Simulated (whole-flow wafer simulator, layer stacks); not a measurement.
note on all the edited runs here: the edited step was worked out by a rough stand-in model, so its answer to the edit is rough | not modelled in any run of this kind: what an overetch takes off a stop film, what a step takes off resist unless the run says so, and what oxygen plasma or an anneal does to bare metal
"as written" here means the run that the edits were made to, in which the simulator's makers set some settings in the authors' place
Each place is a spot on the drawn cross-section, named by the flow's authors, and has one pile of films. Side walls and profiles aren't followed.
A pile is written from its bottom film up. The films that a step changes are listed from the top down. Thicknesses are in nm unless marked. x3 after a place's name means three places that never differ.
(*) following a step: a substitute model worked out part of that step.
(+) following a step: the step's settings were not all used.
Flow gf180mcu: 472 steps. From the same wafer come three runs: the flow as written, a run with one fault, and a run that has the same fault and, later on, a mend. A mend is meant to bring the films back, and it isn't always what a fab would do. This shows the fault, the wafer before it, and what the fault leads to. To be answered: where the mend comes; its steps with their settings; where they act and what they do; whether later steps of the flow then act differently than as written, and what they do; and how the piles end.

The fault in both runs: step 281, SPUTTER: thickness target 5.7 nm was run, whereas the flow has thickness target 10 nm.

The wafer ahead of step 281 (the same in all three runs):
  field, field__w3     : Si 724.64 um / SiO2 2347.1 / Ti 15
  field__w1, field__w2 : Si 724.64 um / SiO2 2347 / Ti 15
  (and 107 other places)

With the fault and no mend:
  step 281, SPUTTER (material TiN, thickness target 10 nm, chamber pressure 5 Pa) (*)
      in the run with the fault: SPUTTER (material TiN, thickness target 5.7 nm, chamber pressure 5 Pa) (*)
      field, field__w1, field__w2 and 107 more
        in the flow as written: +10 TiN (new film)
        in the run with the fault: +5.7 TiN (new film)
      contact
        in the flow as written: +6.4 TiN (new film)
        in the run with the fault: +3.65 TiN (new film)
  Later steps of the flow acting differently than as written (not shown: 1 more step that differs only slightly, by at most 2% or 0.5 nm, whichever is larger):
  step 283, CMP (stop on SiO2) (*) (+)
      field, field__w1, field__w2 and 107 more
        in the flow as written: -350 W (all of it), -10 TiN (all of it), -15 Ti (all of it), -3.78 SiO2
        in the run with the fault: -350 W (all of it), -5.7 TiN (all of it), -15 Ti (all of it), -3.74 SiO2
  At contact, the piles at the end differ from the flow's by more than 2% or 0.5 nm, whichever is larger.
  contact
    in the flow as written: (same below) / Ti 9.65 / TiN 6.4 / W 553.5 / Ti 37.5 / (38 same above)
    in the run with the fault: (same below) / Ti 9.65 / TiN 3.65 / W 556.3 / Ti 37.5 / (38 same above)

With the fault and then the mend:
  The mend stands after step 281.
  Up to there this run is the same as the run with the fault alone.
  step 281a, SPUTTER (material TiN, thickness target 4.3 nm, chamber pressure 5 Pa) (*) (a further turn of the flow's step 281, with different settings)
      field, field__w1, field__w2 and 107 more
        +4.3 TiN
      contact
        +2.75 TiN
  Later steps of the flow that are run all act as written at every place that is followed.
  At every place that both follow, the piles at the end match the flow's.
